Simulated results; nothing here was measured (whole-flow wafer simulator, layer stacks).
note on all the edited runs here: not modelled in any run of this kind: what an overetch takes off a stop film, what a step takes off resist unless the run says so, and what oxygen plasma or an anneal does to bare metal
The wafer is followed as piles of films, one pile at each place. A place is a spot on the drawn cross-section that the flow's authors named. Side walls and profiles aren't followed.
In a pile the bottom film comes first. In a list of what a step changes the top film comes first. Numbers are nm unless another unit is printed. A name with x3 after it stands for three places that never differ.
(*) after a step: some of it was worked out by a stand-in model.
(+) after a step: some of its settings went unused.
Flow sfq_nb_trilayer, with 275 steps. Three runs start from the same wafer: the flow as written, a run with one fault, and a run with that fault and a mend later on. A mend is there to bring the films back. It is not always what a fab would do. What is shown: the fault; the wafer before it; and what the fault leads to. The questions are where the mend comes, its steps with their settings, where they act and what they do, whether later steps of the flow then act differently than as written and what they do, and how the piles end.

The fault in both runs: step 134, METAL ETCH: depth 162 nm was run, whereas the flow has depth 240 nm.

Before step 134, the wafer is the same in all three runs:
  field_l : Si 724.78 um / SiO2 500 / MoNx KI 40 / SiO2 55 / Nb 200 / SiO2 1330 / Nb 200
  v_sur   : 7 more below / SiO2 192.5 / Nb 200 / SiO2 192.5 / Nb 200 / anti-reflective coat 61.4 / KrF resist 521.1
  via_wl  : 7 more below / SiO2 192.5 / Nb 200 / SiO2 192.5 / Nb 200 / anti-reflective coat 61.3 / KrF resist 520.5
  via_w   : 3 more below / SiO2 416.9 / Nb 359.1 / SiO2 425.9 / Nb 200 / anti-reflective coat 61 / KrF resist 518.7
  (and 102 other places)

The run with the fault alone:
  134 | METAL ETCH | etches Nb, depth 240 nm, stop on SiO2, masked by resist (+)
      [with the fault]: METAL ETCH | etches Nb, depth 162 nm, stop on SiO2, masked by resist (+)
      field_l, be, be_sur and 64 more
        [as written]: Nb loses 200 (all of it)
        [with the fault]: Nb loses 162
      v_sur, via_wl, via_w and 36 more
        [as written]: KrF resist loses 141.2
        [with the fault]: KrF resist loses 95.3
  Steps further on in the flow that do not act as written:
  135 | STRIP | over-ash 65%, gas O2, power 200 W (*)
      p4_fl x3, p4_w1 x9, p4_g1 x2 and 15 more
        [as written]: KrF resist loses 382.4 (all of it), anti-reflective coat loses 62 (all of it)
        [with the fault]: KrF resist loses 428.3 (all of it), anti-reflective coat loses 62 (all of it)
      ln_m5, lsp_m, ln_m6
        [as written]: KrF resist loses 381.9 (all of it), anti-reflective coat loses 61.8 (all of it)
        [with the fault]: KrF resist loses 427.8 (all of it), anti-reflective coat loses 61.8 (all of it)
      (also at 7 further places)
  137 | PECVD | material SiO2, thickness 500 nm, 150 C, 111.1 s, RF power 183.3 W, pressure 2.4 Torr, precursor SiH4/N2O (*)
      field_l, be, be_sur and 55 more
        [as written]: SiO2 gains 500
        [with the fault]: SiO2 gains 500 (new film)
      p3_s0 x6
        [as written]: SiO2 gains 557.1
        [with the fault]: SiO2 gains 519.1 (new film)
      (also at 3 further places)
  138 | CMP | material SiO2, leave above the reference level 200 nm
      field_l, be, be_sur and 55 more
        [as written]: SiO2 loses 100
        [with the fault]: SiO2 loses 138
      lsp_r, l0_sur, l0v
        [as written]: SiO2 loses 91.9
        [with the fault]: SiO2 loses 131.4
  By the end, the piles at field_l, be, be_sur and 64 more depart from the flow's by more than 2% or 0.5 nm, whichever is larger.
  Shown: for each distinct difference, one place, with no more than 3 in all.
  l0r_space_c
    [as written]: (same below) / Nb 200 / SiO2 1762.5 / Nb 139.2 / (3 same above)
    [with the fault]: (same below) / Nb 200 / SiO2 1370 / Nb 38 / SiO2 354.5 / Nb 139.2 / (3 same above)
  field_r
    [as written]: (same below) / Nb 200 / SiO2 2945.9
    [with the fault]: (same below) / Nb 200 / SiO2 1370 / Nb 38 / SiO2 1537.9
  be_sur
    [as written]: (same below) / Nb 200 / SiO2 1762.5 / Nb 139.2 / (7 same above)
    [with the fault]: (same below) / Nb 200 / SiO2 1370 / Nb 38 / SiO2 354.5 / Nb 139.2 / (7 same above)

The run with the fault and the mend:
  After step 134 comes the mend.
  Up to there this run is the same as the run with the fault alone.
  134a | METAL ETCH | etches Nb, depth 78 nm, stop on SiO2, masked by resist (+) (a further turn of the flow's step 134, with different settings)
      field_l, be, be_sur and 64 more
        Nb loses 38 (all of it)
      v_sur, via_wl, via_w and 36 more
        KrF resist loses 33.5
  Steps further on in the flow that do not act as written:
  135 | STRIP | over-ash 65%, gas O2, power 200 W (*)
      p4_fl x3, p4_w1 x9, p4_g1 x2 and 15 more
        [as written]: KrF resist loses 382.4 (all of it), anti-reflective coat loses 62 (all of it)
        [with the mend]: KrF resist loses 394.7 (all of it), anti-reflective coat loses 62 (all of it)
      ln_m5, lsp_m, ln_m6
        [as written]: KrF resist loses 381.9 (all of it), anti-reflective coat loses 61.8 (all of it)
        [with the mend]: KrF resist loses 394.3 (all of it), anti-reflective coat loses 61.8 (all of it)
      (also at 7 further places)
  By the end, the piles equal the flow's at every place that both follow.
